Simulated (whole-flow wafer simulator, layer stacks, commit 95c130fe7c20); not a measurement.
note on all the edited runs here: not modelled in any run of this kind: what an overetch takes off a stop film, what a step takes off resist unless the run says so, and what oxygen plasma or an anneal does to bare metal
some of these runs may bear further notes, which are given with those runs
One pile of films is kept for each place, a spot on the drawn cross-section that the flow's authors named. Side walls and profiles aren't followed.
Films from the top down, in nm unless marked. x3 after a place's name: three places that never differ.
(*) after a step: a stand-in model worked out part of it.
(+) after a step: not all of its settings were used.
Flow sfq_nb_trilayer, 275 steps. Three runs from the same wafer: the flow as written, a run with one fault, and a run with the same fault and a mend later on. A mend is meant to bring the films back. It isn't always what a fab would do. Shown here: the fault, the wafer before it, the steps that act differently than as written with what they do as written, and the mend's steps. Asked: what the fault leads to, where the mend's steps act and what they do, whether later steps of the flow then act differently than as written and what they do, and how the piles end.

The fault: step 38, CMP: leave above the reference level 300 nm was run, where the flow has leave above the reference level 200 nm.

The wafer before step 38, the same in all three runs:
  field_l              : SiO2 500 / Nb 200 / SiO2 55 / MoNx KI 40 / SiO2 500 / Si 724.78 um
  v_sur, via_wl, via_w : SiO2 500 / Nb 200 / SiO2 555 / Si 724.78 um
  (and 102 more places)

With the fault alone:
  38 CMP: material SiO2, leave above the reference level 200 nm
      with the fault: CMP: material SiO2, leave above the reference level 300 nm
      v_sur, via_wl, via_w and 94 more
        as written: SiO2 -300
        with the fault: SiO2 -200
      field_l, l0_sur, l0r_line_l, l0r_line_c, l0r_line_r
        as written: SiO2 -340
        with the fault: SiO2 -240
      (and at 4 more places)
  Later steps of the flow that act differently than as written (4 more steps differ only slightly, by at most 2% or 0.5 nm, whichever is larger, and aren't shown):
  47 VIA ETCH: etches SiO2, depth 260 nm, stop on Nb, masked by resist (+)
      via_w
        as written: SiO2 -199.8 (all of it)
        with the fault: SiO2 -260
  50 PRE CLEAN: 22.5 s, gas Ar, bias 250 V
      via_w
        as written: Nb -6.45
        with the fault: SiO2 -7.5
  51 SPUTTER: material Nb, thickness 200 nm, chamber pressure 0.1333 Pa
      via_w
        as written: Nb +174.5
        with the fault: Nb +163.1 (new film)
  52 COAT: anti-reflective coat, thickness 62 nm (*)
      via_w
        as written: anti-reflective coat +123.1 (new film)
        with the fault: anti-reflective coat +136.1 (new film)
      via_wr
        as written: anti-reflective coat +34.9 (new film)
        with the fault: anti-reflective coat +33.2 (new film)
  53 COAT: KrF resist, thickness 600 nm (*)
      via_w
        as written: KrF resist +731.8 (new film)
        with the fault: KrF resist +781.6 (new film)
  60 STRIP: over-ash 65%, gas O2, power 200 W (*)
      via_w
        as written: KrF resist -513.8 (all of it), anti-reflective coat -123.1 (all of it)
        with the fault: KrF resist -563.6 (all of it), anti-reflective coat -136.1 (all of it)
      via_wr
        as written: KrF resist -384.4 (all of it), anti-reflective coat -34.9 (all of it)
        with the fault: KrF resist -378.6 (all of it), anti-reflective coat -33.2 (all of it)
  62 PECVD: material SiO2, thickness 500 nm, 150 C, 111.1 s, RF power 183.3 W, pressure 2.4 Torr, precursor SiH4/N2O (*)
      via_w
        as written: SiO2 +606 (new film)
        with the fault: SiO2 +678.7 (new film)
  At the end the piles differ from the flow's by more than 2% or 0.5 nm, whichever is larger, at field_l, v_sur, via_wl and 103 more.
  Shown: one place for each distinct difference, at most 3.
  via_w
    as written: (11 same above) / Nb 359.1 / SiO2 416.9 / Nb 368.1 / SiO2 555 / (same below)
    with the fault: (11 same above) / Nb 359.1 / SiO2 489.6 / Nb 163.1 / SiO2 32.3 / Nb 200 / SiO2 555 / (same below)
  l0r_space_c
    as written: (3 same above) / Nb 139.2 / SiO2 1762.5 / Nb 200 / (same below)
    with the fault: (3 same above) / Nb 139.2 / SiO2 1862.5 / Nb 200 / (same below)
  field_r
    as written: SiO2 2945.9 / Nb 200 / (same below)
    with the fault: SiO2 3045.9 / Nb 200 / (same below)

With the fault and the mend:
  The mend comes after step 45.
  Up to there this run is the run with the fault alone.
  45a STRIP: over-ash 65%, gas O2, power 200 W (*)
      field_l, v_sur, via_wl and 102 more
        KrF resist -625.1 (all of it), anti-reflective coat -62 (all of it)
      via_w
        anti-reflective coat -62 (all of it)
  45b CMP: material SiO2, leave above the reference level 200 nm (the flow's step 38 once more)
      field_l, v_sur, via_wl and 103 more
        SiO2 -100
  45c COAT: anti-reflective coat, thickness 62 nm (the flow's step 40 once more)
      field_l, v_sur, via_wl and 103 more
        anti-reflective coat +62 (new film)
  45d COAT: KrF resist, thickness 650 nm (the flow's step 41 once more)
      field_l, v_sur, via_wl and 103 more
        KrF resist +650 (new film)
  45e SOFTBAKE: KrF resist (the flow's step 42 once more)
      changes no film at any place that is followed
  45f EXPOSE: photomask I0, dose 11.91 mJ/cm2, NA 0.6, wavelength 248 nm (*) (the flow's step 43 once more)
      changes no film at any place that is followed
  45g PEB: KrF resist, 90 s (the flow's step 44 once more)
      field_l, v_sur, via_wl and 103 more
        KrF resist -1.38
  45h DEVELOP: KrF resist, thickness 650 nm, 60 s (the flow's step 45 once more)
      field_l, v_sur, via_wl and 102 more
        KrF resist -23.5
      via_w
        KrF resist -648.6 (all of it)
  No later step of the flow acts differently than as written at any place that is followed.
  At the end the piles are the same as the flow's at every place that both follow.
